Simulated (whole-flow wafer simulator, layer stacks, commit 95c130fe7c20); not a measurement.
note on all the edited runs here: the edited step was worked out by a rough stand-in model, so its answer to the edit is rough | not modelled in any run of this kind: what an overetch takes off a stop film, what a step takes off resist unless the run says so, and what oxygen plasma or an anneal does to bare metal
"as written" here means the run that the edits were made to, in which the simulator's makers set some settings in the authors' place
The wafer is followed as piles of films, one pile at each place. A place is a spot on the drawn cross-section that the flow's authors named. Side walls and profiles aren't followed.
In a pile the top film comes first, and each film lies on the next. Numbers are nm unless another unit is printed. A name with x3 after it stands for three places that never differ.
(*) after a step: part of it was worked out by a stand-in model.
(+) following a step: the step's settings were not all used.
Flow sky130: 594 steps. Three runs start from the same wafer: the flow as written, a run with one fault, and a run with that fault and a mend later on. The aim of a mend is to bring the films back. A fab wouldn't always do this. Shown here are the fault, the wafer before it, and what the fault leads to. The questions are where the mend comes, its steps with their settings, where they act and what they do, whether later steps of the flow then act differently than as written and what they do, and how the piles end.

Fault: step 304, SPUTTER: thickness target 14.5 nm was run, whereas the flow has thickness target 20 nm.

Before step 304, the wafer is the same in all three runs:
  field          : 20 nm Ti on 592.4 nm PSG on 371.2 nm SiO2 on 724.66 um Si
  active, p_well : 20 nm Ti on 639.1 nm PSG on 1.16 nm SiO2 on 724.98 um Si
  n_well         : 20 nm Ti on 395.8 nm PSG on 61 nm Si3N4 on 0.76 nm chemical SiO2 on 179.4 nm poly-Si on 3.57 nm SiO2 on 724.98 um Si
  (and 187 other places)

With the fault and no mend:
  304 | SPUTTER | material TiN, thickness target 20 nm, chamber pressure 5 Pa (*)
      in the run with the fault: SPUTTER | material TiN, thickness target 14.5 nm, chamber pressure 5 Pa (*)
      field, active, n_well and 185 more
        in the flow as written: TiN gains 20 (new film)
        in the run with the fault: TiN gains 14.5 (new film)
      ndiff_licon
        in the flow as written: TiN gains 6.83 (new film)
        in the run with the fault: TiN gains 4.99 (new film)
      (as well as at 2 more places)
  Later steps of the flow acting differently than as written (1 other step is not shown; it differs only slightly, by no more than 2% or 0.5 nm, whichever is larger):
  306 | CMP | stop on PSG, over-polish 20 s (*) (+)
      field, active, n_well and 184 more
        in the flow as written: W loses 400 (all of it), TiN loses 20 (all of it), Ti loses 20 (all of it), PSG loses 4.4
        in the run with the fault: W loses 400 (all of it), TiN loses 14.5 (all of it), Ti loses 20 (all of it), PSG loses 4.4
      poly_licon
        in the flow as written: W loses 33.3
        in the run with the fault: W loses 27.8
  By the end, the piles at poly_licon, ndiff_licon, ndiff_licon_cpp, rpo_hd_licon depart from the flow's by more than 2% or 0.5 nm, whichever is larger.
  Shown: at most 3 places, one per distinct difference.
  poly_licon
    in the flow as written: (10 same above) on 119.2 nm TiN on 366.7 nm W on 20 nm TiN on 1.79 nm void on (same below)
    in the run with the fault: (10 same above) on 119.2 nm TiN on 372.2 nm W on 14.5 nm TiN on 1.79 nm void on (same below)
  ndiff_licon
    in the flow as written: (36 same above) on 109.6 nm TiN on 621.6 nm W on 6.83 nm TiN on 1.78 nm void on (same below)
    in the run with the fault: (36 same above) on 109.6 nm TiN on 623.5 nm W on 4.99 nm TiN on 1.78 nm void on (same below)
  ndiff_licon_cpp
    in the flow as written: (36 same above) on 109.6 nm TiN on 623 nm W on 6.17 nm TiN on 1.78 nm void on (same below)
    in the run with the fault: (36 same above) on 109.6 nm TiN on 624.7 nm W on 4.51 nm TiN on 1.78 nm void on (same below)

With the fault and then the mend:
  The mend follows step 304.
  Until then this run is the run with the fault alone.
  304a | SPUTTER | material TiN, thickness target 5.5 nm, chamber pressure 5 Pa (*) (the flow's step 304 again, with other settings)
      field, active, n_well and 185 more
        TiN gains 5.5
      ndiff_licon
        TiN gains 1.84
      ndiff_licon_cpp
        TiN gains 1.66
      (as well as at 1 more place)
  Later steps of the flow that are run all act as written at every place that is followed, up to a difference of at most 2% or 0.5 nm, whichever is larger.
  At the end the piles are close to the flow's at the places that both follow, differing by at most 2% or 0.5 nm, whichever is larger.
